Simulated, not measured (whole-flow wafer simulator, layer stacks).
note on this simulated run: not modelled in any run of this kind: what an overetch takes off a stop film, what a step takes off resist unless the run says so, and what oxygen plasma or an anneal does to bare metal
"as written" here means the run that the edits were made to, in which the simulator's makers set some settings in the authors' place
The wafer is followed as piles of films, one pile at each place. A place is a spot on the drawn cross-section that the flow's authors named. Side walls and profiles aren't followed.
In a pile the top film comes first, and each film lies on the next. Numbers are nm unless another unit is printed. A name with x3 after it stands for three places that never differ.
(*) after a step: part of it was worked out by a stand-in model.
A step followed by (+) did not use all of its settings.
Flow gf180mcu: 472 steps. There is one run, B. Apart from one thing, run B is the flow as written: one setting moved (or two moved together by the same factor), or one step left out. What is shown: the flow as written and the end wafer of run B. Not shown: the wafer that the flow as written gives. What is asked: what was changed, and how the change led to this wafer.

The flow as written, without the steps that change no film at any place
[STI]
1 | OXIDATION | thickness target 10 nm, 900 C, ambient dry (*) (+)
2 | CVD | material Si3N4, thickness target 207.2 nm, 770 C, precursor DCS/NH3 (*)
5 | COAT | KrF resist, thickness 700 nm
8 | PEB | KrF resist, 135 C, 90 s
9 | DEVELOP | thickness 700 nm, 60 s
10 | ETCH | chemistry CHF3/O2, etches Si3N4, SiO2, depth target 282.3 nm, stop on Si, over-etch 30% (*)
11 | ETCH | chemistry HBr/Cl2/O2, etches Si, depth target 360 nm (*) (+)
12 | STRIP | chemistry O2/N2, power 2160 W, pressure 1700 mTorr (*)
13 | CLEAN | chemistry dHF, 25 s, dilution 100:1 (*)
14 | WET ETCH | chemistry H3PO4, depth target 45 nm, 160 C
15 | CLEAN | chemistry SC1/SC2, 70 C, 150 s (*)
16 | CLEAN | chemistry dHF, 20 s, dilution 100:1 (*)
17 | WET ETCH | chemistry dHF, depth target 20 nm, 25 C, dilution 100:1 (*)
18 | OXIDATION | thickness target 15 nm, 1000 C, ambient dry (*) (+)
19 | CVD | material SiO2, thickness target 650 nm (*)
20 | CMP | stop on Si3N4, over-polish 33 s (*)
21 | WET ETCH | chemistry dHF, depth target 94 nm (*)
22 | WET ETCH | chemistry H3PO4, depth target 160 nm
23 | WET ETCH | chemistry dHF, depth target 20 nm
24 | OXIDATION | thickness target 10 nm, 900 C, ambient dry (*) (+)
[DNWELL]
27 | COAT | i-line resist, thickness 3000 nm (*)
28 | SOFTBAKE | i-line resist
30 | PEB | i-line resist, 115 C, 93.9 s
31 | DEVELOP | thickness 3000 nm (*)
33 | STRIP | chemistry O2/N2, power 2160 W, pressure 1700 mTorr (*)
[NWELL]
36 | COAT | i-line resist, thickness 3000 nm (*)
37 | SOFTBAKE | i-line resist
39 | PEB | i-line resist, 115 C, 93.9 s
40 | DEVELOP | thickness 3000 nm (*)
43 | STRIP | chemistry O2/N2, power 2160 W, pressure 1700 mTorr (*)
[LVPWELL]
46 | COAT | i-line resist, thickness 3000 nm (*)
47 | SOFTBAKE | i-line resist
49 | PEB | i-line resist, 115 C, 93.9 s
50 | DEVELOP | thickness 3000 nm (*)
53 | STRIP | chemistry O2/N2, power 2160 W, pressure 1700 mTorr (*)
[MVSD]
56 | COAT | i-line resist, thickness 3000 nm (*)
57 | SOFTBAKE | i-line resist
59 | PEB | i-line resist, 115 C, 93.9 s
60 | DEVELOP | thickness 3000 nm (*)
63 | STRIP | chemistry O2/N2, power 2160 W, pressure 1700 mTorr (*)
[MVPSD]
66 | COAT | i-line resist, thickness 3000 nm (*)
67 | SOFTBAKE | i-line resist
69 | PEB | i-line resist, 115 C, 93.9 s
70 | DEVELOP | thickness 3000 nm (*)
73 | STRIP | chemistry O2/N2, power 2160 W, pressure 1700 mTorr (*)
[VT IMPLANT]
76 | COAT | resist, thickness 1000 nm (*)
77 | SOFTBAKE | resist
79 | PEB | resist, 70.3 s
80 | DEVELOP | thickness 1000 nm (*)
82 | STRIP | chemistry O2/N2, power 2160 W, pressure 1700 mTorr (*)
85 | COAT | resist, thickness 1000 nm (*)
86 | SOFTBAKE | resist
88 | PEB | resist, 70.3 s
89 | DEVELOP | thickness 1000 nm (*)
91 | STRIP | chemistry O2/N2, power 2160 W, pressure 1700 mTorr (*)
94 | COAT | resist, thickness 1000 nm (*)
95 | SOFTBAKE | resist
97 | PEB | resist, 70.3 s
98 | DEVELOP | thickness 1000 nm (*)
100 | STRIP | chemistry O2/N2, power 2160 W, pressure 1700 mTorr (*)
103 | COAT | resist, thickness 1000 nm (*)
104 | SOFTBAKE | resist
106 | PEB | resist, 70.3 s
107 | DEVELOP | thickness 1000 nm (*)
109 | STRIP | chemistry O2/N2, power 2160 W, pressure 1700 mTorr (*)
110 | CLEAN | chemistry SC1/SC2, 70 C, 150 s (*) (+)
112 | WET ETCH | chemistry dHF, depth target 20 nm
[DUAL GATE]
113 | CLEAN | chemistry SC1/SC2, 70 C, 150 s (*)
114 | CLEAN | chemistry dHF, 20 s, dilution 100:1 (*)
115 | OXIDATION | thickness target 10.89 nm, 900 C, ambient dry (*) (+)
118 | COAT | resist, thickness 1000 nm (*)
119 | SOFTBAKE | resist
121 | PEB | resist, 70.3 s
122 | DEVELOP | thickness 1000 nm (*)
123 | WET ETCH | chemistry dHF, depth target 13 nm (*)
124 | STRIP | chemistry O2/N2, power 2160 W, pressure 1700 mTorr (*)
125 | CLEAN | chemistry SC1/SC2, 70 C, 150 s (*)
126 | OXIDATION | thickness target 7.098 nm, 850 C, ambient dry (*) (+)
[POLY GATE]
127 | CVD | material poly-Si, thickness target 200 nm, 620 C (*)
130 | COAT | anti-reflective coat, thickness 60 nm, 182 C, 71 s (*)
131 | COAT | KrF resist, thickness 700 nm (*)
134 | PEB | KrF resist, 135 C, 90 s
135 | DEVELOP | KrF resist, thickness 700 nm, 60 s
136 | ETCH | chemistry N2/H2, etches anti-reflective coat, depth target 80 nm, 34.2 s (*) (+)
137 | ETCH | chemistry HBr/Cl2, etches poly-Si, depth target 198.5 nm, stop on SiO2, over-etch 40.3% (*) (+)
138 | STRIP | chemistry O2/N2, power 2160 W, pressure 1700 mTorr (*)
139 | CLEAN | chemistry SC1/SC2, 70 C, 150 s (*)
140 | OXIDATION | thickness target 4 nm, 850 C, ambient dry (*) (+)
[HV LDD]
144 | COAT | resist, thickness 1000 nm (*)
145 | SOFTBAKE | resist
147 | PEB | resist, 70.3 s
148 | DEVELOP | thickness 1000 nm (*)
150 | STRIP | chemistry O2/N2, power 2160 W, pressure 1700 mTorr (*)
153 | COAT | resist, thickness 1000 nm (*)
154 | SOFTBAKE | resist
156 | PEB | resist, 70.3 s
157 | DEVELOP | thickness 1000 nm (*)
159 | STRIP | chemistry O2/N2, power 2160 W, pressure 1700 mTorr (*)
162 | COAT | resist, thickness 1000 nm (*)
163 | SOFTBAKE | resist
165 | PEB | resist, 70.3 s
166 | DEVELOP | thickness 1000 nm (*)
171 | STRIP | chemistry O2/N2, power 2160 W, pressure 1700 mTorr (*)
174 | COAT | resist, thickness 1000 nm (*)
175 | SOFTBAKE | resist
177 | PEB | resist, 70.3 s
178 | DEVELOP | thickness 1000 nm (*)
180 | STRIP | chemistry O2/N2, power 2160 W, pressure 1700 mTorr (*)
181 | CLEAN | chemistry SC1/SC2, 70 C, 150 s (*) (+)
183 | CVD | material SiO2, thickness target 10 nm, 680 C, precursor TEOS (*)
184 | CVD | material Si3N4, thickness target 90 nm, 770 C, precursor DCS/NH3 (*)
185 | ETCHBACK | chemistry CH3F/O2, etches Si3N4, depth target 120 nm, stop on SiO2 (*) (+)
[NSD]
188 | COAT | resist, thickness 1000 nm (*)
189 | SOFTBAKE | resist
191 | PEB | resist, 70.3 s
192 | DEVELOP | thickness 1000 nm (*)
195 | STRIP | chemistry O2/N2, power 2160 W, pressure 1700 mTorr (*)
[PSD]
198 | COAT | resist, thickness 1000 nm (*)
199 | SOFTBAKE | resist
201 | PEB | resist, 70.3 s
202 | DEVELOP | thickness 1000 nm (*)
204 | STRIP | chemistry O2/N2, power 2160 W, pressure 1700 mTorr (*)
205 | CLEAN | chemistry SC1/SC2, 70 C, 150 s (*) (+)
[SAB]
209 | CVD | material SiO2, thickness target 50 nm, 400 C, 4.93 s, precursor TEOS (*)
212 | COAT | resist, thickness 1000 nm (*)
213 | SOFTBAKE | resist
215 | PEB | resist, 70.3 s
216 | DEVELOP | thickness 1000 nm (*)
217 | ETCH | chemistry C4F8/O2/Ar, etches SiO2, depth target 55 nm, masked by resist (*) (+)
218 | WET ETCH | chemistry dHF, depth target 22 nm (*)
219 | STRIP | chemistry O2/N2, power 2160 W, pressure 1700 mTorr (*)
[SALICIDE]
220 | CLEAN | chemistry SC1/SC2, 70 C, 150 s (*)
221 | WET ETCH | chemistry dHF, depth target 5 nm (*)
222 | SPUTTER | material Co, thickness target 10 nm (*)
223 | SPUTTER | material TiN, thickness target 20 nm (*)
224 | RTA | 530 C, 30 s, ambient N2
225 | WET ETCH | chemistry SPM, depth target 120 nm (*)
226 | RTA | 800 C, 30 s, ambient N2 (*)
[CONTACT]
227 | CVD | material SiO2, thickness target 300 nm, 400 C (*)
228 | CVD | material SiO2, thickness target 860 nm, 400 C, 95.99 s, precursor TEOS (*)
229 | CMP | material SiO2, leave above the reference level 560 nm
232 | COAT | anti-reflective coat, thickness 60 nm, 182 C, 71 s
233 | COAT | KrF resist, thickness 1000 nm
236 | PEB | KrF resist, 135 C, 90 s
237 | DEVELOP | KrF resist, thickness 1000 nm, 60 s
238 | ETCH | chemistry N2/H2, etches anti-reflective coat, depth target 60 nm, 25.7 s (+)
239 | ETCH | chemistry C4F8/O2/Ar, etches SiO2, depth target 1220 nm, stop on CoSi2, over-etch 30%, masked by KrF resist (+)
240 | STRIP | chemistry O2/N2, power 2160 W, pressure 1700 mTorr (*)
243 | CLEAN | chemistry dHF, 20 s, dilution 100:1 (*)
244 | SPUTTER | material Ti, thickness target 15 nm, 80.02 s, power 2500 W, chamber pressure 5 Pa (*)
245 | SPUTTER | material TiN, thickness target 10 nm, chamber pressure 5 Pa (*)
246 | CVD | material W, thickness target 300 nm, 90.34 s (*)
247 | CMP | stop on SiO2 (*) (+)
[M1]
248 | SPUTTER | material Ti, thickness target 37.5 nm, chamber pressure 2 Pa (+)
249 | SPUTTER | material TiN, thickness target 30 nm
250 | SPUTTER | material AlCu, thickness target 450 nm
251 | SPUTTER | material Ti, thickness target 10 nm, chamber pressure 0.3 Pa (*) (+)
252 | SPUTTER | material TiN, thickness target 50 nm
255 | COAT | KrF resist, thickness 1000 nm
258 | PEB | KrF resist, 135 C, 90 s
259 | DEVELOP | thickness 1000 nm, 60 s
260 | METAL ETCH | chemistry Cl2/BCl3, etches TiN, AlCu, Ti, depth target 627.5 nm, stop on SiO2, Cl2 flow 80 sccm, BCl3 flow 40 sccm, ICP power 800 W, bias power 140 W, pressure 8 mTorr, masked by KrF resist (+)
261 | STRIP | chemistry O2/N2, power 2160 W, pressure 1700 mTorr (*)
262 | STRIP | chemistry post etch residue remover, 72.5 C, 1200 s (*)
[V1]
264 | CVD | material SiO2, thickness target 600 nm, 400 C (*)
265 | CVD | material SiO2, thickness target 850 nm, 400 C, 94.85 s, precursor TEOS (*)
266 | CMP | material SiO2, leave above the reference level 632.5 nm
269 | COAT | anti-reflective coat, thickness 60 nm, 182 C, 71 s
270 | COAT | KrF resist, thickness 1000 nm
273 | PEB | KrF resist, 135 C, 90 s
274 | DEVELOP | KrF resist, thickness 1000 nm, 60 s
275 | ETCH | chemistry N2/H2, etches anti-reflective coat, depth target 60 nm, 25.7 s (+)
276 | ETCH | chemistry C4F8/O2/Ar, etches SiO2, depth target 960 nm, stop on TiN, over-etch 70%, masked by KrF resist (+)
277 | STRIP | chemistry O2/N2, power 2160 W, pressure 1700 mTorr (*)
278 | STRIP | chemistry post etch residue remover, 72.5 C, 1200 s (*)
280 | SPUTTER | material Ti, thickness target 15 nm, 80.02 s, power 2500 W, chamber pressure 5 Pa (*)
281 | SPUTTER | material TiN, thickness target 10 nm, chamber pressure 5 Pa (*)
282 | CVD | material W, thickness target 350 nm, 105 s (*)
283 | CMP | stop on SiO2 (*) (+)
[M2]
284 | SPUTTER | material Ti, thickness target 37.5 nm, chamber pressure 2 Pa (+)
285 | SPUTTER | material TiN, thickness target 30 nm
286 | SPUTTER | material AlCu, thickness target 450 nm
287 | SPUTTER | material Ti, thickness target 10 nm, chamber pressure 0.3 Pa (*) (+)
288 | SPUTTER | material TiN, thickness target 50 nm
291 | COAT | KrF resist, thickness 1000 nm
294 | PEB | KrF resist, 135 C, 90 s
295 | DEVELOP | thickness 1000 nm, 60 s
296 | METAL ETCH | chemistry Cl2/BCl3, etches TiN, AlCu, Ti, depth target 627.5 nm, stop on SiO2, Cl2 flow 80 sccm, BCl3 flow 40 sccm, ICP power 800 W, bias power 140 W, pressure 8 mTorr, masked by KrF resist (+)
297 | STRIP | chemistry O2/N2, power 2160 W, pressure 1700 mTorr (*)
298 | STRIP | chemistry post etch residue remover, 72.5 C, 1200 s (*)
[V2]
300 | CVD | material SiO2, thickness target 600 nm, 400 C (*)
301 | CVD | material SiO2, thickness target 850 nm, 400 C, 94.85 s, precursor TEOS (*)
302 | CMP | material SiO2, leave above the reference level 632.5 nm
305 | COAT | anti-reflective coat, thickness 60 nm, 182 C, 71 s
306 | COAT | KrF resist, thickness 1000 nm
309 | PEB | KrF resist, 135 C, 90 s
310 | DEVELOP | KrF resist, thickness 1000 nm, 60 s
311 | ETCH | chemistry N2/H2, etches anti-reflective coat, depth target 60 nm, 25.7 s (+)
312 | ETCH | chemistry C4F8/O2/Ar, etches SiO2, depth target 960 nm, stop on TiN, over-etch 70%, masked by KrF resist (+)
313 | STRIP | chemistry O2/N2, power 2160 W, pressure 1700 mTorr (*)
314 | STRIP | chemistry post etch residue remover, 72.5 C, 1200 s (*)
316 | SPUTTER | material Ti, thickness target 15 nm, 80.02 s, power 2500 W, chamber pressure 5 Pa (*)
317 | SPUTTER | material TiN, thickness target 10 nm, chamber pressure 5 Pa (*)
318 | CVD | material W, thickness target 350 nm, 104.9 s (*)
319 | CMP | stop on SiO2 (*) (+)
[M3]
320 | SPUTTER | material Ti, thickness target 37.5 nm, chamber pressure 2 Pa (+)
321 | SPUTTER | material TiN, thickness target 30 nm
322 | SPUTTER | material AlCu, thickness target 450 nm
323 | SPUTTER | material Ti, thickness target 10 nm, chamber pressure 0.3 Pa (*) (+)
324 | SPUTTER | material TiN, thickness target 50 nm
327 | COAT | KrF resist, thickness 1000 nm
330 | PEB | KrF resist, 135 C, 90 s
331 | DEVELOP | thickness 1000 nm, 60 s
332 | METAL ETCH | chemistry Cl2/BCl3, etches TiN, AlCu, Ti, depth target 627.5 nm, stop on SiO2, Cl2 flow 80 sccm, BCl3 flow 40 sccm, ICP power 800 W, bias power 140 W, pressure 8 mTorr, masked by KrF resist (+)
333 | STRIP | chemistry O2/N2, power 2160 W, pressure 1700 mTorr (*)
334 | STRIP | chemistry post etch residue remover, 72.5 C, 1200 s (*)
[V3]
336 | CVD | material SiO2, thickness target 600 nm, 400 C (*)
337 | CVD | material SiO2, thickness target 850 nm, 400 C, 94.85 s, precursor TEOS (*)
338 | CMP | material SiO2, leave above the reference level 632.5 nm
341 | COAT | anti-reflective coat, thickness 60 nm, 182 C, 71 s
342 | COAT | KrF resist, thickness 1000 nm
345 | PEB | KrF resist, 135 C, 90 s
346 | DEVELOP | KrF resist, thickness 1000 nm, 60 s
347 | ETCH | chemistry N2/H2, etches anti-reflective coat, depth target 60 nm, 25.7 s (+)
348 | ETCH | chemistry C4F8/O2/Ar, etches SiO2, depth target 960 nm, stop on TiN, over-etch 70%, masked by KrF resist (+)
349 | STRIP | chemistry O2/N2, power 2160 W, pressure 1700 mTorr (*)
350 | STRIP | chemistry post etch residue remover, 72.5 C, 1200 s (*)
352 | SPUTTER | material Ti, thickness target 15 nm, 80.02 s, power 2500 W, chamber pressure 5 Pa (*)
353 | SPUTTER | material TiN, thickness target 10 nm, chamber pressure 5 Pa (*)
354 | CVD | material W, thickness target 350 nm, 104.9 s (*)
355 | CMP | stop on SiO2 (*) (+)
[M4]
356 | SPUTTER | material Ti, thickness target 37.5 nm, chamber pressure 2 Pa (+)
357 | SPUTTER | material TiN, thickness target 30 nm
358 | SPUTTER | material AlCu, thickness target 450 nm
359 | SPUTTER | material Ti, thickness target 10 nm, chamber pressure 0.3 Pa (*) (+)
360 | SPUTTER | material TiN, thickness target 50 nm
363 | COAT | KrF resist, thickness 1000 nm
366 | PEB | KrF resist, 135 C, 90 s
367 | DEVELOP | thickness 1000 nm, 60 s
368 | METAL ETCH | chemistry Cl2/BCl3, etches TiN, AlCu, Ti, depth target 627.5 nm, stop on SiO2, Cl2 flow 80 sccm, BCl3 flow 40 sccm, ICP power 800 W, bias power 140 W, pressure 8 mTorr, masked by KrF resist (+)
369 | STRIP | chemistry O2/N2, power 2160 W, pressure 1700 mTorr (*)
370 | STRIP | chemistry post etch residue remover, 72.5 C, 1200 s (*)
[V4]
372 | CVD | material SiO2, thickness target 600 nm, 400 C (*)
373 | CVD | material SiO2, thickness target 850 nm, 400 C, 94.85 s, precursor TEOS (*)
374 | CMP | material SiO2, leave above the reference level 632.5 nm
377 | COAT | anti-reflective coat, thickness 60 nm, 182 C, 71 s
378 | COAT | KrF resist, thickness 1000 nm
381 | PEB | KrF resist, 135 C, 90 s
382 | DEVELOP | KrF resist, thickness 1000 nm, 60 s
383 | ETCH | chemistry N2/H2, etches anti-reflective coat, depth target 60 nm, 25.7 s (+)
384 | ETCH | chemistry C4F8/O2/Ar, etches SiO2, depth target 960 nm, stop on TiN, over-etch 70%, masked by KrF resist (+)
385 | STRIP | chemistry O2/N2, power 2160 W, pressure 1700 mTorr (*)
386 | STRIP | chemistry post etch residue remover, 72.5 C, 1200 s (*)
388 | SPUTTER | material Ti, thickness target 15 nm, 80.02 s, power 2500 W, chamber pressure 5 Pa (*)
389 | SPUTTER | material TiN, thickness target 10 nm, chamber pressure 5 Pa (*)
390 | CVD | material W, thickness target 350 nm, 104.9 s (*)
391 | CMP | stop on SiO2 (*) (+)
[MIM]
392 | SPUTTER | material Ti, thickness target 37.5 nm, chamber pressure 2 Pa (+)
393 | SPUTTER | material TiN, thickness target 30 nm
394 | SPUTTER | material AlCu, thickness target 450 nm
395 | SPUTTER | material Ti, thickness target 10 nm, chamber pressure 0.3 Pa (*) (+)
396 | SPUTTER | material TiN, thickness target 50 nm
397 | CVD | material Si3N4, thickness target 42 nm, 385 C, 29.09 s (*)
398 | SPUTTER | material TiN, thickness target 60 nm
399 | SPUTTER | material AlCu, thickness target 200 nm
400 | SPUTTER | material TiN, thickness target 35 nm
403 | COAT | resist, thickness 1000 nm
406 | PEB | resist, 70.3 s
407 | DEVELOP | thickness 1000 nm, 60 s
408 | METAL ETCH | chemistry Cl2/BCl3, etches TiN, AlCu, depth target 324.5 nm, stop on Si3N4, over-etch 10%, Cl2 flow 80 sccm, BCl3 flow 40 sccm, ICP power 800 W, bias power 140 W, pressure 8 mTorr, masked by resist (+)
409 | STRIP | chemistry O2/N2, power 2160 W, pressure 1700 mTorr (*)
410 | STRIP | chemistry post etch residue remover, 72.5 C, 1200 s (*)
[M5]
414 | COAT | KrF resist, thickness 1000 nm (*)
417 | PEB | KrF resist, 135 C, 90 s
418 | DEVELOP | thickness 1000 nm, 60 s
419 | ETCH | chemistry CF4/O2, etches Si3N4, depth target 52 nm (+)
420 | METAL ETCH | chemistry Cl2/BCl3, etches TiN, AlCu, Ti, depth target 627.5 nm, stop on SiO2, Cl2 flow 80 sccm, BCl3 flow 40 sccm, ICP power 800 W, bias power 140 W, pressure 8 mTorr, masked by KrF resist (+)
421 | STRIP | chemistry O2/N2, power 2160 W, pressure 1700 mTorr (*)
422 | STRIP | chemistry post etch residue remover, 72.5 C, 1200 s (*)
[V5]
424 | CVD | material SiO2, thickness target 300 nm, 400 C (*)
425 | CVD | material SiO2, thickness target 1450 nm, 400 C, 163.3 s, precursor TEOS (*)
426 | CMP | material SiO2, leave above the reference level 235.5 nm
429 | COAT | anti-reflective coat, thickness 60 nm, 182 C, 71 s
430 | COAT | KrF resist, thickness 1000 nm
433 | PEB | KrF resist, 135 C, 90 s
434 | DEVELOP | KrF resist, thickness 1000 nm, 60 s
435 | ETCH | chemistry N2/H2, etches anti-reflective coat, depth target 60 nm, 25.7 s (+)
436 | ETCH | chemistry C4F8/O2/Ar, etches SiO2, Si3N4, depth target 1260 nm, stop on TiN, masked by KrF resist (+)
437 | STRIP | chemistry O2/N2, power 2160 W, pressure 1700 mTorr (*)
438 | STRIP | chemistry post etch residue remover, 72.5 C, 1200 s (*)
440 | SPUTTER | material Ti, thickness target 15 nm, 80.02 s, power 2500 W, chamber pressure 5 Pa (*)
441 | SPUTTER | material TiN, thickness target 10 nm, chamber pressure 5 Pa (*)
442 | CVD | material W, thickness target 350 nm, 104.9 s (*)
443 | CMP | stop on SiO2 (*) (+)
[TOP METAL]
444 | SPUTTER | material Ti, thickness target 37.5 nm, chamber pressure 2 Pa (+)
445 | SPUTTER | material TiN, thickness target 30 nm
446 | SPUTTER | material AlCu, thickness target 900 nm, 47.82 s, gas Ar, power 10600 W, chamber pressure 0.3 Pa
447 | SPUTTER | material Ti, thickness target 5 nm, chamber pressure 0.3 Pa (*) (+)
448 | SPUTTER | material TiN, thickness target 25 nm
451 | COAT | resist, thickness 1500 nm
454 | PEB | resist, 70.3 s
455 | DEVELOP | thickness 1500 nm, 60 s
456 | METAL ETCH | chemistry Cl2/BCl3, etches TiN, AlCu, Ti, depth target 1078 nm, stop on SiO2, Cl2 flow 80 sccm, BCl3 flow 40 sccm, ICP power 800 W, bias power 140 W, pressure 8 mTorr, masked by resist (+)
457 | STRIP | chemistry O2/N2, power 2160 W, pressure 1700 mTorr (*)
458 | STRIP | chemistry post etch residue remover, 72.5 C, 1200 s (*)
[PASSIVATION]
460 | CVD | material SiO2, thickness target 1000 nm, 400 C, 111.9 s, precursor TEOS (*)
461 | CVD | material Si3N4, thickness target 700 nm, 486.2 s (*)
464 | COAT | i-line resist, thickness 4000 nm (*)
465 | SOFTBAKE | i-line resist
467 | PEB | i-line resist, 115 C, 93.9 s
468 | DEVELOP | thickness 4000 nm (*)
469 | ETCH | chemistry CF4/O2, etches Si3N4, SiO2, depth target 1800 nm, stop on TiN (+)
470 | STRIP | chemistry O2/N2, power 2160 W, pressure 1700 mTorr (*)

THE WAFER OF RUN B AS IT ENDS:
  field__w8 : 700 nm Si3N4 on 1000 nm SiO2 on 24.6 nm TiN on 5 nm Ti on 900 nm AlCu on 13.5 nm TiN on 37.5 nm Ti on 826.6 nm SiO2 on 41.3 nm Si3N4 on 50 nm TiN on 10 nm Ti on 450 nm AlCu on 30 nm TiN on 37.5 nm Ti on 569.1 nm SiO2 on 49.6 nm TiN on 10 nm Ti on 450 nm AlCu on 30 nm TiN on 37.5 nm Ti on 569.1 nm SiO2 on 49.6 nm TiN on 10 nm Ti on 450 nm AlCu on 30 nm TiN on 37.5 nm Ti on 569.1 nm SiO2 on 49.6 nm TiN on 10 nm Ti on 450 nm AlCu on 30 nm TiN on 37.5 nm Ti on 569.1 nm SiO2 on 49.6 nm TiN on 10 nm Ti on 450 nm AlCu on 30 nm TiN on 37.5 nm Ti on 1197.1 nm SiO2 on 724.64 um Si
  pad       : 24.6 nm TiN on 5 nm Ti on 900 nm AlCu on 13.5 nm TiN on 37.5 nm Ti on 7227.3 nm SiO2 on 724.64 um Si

The reason: step 445, SPUTTER: thickness target 13.5 nm was run, while the flow as written has thickness target 30 nm.
One can read it off the wafer: field__w8 has TiN 13.5, and step 445 as written asks for 30 nm.

Step by step, how the change led to this:
  445 | SPUTTER | material TiN, thickness target 30 nm
      field, field__w1, field__w2 and 109 more: TiN gains 13.5 (new film) (as written it would have been: TiN gains 30 (new film))
  456 | METAL ETCH | chemistry Cl2/BCl3, etches TiN, AlCu, Ti, depth target 1078 nm, stop on SiO2, Cl2 flow 80 sccm, BCl3 flow 40 sccm, ICP power 800 W, bias power 140 W, pressure 8 mTorr, masked by resist (+)
      field, field__w1, field__w2 and 103 more: TiN loses 25 (all of it), Ti loses 5 (all of it), AlCu loses 900 (all of it), TiN loses 13.5 (all of it), Ti loses 37.5 (all of it) (as written it would have been: TiN loses 25 (all of it), Ti loses 5 (all of it), AlCu loses 900 (all of it), TiN loses 30 (all of it), Ti loses 37.5 (all of it))
  465 | SOFTBAKE | i-line resist
      field__w11, field__w13: i-line resist gains 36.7 (as written it would have been: i-line resist gains 37.6)
      mim, ppoly_u: i-line resist gains 36.6 (as written it would have been: i-line resist gains 37.5)
      (as well as at 59 more places)
